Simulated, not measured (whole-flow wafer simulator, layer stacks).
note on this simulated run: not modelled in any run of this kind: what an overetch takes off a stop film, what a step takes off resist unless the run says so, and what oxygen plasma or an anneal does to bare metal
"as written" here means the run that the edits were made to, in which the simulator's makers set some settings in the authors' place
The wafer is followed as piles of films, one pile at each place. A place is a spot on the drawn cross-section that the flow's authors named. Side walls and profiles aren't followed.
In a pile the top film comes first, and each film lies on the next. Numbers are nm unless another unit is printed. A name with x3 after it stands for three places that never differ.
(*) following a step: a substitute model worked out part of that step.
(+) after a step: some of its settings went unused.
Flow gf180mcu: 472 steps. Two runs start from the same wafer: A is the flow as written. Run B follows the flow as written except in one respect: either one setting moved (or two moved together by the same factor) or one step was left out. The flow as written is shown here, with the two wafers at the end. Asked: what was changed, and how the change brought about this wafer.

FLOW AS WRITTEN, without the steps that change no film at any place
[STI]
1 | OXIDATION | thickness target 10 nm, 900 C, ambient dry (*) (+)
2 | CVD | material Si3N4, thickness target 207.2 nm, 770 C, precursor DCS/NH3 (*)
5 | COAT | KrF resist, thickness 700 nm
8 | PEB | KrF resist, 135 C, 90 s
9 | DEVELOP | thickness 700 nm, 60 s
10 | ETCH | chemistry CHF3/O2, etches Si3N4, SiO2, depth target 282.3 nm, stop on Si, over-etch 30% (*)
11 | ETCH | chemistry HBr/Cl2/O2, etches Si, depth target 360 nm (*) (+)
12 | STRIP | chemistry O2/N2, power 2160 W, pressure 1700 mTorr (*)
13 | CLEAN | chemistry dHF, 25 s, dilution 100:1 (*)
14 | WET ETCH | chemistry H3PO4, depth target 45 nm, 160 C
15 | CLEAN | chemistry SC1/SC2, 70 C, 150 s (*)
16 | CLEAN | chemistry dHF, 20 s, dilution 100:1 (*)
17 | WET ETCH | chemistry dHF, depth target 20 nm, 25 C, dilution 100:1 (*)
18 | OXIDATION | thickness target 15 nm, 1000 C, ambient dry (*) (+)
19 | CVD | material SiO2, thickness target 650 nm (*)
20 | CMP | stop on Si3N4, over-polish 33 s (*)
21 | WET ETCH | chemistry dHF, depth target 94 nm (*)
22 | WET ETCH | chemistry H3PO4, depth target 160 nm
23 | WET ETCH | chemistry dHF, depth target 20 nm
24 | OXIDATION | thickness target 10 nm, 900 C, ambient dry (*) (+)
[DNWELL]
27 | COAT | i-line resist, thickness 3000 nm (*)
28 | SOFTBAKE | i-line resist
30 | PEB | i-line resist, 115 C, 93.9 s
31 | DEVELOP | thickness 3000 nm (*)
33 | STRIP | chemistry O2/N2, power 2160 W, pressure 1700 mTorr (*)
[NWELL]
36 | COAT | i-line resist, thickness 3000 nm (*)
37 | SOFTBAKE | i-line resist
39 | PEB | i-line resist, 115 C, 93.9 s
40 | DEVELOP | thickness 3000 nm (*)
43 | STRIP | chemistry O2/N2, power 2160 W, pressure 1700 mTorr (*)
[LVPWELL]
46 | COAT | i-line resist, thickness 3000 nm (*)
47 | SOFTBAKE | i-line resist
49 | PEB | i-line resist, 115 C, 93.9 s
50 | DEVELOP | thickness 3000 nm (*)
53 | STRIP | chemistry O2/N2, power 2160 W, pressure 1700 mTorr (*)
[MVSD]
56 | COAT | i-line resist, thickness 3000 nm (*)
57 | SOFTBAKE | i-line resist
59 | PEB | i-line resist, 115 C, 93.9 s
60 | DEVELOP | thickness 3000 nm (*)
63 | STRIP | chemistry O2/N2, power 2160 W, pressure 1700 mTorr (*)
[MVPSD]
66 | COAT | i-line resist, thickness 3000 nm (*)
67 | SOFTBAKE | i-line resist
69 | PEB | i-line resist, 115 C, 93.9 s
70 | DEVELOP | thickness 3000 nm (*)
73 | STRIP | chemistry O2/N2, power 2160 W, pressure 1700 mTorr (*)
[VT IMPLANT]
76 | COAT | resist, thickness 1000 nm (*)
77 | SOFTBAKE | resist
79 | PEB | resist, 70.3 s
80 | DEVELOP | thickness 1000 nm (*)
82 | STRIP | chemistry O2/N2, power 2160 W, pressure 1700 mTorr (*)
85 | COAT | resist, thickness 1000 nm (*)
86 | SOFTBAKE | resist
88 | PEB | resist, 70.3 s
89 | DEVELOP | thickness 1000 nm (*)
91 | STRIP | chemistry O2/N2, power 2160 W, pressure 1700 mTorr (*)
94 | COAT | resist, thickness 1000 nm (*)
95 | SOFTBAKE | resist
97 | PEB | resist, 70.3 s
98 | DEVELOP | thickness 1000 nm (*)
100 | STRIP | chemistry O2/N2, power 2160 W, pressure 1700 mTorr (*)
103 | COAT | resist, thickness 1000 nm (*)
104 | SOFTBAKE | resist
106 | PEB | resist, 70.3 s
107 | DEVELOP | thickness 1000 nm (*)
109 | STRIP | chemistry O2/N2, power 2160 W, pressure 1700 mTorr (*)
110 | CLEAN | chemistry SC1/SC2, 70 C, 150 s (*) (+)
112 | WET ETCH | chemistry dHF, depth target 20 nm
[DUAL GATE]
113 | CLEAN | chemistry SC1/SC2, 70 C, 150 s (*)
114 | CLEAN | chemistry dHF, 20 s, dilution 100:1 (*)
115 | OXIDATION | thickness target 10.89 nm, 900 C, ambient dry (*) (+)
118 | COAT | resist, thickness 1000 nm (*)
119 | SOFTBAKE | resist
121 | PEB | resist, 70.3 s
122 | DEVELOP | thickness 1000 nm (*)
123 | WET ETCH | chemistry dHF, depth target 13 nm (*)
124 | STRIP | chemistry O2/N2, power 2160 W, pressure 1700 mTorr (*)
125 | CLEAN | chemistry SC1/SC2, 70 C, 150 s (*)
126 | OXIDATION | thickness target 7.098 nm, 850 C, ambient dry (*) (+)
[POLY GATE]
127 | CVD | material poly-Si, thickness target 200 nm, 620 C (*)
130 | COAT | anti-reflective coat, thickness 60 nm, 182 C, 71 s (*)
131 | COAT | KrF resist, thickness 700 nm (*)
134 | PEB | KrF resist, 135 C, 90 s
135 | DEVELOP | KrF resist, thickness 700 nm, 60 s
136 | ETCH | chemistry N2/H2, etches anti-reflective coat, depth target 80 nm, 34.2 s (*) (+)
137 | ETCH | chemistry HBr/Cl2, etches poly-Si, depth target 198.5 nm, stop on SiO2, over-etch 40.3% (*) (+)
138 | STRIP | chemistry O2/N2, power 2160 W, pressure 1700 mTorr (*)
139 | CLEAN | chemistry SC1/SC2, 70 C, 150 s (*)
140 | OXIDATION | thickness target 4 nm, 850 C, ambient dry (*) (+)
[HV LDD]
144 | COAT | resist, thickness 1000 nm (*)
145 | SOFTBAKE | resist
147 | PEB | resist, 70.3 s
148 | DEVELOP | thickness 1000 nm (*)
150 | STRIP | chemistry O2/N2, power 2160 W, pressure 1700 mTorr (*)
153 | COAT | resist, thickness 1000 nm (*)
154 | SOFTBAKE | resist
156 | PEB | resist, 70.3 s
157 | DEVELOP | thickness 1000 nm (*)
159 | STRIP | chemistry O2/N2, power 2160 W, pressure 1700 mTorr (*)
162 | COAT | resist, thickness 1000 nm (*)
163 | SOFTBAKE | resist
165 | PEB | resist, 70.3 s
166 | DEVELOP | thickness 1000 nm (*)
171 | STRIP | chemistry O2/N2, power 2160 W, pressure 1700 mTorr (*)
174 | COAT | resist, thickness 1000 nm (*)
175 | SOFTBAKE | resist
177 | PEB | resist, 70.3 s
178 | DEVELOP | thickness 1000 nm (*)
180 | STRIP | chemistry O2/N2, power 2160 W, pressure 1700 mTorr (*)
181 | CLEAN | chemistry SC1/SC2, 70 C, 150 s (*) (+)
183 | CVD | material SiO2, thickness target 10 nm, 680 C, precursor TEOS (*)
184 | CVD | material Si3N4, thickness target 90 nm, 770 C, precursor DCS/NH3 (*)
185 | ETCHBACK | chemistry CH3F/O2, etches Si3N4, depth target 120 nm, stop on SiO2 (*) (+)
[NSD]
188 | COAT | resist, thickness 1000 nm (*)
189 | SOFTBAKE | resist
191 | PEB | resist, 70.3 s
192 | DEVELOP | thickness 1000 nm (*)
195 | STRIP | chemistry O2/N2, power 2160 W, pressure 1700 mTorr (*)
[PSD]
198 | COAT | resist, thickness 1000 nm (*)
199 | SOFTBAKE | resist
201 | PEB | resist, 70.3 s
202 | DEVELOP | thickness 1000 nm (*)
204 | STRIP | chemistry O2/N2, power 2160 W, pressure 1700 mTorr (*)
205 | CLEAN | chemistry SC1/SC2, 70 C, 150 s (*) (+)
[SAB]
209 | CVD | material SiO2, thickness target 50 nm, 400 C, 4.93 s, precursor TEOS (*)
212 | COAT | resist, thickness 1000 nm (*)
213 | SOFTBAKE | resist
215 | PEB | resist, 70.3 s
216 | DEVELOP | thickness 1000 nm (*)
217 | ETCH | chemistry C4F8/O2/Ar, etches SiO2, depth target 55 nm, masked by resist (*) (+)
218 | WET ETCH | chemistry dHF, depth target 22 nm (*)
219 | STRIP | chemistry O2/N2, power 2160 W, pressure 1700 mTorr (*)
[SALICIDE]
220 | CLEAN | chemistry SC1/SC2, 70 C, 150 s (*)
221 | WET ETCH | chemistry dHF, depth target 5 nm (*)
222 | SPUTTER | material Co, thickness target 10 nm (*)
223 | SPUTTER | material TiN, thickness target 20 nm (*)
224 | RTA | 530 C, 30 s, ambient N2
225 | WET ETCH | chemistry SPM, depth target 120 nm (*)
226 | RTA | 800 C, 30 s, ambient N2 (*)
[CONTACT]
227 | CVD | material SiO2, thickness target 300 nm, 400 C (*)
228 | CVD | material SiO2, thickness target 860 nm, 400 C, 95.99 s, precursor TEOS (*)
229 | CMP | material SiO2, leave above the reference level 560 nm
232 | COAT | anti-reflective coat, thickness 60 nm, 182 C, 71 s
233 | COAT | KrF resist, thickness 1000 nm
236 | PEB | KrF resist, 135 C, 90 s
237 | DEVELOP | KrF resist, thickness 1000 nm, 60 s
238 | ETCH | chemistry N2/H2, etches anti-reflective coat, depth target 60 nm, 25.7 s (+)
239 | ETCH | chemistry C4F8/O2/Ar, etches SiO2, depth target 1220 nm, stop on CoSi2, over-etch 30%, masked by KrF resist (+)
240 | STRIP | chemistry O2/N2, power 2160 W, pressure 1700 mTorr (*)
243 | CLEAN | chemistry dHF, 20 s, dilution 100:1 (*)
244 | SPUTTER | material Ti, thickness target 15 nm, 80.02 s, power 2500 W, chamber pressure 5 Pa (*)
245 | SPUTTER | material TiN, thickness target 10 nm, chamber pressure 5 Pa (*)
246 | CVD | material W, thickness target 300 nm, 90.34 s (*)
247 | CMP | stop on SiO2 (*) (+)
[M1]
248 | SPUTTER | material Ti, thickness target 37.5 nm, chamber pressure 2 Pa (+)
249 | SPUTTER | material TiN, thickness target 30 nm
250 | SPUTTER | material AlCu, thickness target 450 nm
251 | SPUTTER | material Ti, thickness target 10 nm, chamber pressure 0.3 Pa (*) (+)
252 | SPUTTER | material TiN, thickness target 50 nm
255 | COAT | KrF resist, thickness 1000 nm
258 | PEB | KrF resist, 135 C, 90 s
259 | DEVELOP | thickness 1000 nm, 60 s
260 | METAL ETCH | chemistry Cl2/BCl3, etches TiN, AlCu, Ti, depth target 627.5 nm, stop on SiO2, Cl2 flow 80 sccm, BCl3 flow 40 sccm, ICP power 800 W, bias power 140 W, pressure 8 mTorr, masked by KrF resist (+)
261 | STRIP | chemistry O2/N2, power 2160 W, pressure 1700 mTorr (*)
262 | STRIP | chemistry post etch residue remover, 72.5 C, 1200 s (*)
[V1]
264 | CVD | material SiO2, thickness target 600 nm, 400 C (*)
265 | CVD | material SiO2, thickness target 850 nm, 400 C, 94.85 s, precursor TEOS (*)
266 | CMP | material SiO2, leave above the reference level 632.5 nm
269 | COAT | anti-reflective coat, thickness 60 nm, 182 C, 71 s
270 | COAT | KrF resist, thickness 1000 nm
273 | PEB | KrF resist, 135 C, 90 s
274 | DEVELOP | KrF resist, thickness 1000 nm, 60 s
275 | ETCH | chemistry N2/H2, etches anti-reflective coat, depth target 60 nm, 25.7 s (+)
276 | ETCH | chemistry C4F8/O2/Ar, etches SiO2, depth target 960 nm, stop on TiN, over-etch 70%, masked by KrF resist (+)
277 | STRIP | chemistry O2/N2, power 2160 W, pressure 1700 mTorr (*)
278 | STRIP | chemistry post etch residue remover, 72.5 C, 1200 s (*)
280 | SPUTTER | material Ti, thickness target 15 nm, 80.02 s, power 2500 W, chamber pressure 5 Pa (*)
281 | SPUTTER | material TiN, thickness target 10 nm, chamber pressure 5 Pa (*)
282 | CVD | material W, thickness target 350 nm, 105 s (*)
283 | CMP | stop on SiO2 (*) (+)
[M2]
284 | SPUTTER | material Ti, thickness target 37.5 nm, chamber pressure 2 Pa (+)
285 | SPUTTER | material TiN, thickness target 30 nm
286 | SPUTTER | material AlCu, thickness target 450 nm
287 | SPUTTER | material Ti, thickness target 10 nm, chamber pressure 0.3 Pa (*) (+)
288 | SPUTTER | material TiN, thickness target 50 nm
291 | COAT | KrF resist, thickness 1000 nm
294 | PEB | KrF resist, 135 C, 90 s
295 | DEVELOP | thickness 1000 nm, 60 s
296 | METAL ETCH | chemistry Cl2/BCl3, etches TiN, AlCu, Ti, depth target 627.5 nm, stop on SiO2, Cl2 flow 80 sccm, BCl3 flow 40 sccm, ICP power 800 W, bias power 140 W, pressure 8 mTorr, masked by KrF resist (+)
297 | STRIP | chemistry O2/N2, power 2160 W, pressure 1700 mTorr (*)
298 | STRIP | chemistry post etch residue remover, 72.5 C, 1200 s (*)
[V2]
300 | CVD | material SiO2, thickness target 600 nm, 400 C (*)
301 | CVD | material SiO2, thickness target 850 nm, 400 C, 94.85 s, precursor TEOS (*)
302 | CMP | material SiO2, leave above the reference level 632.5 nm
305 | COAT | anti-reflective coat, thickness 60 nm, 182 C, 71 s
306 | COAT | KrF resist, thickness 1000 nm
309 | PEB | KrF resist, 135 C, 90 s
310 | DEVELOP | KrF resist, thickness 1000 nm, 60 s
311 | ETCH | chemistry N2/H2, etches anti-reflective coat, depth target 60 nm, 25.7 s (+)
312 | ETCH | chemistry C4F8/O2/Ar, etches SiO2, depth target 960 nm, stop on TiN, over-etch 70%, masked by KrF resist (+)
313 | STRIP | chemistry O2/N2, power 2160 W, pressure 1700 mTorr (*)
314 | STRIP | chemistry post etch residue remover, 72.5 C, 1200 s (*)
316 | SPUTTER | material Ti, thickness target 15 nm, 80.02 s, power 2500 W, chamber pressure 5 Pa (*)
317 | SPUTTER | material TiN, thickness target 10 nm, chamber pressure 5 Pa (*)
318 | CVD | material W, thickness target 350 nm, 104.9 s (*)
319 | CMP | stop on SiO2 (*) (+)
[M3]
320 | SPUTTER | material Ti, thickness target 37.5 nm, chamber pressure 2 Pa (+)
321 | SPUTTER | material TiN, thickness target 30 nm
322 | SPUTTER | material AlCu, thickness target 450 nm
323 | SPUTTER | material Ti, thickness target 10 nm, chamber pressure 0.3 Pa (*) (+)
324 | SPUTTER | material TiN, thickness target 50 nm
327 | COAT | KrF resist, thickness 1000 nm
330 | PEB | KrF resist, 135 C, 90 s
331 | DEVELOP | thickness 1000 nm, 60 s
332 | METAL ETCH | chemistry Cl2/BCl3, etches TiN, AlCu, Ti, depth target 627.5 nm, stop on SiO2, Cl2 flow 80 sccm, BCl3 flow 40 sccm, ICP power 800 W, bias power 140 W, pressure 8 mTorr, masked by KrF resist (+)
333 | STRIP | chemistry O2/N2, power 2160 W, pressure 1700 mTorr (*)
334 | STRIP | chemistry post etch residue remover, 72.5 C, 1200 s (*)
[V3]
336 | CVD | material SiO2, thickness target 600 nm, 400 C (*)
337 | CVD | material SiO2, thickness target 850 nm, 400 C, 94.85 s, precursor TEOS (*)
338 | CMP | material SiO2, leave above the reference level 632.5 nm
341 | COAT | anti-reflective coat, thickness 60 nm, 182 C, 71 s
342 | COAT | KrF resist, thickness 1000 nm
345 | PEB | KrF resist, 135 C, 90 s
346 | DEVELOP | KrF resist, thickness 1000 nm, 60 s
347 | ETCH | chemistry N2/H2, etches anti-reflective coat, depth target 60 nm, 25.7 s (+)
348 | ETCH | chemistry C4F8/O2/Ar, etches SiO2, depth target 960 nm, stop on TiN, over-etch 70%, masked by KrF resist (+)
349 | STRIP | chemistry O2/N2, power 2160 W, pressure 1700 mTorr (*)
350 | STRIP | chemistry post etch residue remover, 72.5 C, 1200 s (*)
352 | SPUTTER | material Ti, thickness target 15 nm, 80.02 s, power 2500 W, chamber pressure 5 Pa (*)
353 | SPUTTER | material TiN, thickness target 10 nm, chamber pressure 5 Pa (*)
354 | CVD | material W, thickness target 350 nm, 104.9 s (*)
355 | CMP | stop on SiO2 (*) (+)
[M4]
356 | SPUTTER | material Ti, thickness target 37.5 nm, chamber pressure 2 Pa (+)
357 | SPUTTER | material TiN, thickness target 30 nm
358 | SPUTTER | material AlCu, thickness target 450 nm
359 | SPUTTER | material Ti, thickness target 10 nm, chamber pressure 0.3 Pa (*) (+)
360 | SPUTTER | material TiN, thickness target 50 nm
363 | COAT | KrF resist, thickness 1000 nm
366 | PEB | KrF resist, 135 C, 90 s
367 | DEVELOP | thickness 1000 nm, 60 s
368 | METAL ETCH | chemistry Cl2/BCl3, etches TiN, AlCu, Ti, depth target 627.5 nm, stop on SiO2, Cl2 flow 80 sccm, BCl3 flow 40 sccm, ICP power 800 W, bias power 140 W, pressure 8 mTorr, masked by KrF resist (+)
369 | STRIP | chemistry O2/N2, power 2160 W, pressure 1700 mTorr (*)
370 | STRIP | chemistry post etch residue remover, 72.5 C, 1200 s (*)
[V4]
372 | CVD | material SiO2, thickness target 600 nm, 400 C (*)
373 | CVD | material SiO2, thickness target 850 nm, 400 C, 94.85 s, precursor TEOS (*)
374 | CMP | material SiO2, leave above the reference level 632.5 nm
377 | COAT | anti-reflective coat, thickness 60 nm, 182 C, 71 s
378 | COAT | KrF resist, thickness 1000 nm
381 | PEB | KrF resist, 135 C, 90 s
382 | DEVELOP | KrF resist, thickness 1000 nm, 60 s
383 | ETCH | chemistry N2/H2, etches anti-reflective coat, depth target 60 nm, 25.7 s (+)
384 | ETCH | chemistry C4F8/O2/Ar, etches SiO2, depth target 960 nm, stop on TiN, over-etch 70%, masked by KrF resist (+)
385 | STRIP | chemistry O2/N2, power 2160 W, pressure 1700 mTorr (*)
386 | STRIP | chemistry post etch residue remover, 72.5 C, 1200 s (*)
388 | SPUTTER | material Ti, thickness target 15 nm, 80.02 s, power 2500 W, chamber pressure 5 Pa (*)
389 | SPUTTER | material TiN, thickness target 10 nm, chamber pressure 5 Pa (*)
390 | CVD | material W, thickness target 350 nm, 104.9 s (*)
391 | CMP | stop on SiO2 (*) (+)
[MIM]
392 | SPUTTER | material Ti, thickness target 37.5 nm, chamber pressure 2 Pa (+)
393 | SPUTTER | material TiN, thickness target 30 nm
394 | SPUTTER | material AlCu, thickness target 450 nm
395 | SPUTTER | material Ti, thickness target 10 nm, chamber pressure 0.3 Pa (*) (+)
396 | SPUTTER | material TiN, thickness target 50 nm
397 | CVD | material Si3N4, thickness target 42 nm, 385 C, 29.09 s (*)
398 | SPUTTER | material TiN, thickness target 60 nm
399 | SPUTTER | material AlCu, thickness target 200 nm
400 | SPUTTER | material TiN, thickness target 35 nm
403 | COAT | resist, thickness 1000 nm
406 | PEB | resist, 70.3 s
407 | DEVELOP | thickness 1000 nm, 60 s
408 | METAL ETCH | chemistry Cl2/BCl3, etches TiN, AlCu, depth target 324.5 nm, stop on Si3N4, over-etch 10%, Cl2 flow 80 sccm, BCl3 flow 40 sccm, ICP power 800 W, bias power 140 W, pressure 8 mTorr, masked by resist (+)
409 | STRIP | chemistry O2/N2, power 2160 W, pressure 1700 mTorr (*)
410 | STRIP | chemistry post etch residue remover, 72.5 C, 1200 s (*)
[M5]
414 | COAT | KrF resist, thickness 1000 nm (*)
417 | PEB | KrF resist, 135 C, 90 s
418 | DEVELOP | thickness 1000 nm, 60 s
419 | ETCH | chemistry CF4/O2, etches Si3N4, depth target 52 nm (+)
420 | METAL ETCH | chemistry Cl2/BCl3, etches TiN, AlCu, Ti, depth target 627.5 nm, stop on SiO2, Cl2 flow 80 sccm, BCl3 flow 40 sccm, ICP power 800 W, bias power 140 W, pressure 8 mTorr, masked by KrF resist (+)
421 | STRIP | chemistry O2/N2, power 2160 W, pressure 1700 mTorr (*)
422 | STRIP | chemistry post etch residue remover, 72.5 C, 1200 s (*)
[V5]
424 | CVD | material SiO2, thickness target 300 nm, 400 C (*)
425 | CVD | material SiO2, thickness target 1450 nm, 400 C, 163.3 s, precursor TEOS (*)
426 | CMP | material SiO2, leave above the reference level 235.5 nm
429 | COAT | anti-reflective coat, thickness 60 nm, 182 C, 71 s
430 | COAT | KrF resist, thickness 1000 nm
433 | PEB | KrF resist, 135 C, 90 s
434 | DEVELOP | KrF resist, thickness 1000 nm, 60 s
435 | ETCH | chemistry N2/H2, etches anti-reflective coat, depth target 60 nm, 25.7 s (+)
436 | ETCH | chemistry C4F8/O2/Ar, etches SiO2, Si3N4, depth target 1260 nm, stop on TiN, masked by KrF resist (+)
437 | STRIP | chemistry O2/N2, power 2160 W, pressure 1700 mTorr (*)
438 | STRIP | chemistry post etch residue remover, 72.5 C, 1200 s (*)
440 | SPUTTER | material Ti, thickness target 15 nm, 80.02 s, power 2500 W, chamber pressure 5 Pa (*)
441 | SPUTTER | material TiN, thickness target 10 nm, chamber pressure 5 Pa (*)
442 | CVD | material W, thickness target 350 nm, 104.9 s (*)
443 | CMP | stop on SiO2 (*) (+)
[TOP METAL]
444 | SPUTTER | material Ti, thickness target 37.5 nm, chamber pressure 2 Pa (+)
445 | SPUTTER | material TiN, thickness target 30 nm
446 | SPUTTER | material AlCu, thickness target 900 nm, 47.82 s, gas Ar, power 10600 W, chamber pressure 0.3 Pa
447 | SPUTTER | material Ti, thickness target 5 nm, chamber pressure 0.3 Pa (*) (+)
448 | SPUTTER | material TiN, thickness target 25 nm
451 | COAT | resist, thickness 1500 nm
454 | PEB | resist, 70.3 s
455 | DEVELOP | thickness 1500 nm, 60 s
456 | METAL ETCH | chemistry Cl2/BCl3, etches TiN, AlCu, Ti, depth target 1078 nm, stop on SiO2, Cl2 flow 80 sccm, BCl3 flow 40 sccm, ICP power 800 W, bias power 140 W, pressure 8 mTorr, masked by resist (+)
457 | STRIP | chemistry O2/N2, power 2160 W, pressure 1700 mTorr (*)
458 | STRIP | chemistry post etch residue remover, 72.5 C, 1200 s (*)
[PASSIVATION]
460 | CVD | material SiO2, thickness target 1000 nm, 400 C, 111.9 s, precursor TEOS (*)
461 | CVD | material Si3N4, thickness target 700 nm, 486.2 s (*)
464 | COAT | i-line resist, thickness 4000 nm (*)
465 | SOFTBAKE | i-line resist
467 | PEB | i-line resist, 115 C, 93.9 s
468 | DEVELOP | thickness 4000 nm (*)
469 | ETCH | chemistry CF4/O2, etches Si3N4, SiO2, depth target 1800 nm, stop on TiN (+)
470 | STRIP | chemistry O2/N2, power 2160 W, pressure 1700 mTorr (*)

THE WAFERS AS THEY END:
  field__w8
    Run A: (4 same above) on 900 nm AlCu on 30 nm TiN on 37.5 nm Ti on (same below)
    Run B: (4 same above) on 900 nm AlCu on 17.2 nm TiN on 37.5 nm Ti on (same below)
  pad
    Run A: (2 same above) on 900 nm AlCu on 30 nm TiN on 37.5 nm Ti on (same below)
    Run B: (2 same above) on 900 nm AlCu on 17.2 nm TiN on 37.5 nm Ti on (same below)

What caused this: step 445, SPUTTER: thickness target 17.2 nm was run, whereas the flow has thickness target 30 nm.
The wafer lets one read it off: field__w8 has TiN 17.2, and step 445 as written asks for 30 nm.

How this came from the change, step by step:
  445 | SPUTTER | material TiN, thickness target 30 nm
      field, field__w1, field__w2 and 109 more: A TiN gains 30 (new film) | B TiN gains 17.2 (new film)
  456 | METAL ETCH | chemistry Cl2/BCl3, etches TiN, AlCu, Ti, depth target 1078 nm, stop on SiO2, Cl2 flow 80 sccm, BCl3 flow 40 sccm, ICP power 800 W, bias power 140 W, pressure 8 mTorr, masked by resist (+)
      field, field__w1, field__w2 and 103 more: A TiN loses 25 (all of it), Ti loses 5 (all of it), AlCu loses 900 (all of it), TiN loses 30 (all of it), Ti loses 37.5 (all of it) | B TiN loses 25 (all of it), Ti loses 5 (all of it), AlCu loses 900 (all of it), TiN loses 17.2 (all of it), Ti loses 37.5 (all of it)
  465 | SOFTBAKE | i-line resist
      field__w3: A i-line resist gains 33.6 | B i-line resist gains 32.9
      ld_acc_n: A i-line resist gains 29.7 | B i-line resist gains 29.1
      (also at 1 further place)
